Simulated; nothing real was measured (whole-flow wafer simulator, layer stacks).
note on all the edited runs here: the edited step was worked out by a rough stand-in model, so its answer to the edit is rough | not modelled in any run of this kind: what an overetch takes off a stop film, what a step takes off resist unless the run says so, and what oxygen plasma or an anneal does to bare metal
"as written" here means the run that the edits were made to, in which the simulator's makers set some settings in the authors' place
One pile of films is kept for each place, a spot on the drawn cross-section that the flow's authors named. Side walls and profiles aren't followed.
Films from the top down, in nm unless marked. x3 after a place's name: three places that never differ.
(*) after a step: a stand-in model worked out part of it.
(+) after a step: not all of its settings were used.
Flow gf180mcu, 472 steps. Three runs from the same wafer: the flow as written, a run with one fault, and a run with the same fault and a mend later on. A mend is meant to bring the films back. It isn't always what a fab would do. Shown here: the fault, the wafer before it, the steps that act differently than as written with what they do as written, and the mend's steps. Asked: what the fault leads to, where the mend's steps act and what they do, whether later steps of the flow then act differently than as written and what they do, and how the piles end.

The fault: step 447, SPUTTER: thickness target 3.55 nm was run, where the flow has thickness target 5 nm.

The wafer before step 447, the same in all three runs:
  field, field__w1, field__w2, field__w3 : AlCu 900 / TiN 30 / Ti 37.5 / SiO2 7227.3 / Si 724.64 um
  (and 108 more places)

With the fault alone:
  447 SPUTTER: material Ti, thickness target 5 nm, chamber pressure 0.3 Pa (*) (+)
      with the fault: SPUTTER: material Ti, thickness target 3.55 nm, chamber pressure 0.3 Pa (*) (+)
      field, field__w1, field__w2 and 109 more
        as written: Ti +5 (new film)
        with the fault: Ti +3.55 (new film)
  Later steps of the flow that act differently than as written (4 more steps differ only slightly, by at most 2% or 0.5 nm, whichever is larger, and aren't shown):
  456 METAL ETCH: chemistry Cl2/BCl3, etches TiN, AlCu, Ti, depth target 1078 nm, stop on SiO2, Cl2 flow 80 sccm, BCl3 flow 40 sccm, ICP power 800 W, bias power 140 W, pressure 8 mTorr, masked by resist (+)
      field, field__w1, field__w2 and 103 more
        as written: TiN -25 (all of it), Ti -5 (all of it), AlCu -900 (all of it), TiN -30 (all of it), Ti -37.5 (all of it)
        with the fault: TiN -25 (all of it), Ti -3.55 (all of it), AlCu -900 (all of it), TiN -30 (all of it), Ti -37.5 (all of it)
  At the end the piles differ from the flow's by more than 2% or 0.5 nm, whichever is larger, at field__w8, contact, m1, m1__w1, pad, m1_nw.
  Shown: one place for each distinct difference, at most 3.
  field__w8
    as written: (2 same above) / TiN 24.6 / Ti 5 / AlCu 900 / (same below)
    with the fault: (2 same above) / TiN 24.6 / Ti 3.55 / AlCu 900 / (same below)
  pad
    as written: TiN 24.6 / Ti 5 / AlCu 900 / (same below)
    with the fault: TiN 24.6 / Ti 3.55 / AlCu 900 / (same below)

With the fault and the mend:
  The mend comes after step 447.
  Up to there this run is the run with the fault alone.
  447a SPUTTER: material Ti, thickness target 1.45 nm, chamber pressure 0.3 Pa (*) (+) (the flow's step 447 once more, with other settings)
      field, field__w1, field__w2 and 109 more
        Ti +1.45
  No later step of the flow acts differently than as written at any place that is followed.
  At the end the piles are the same as the flow's at every place that both follow.
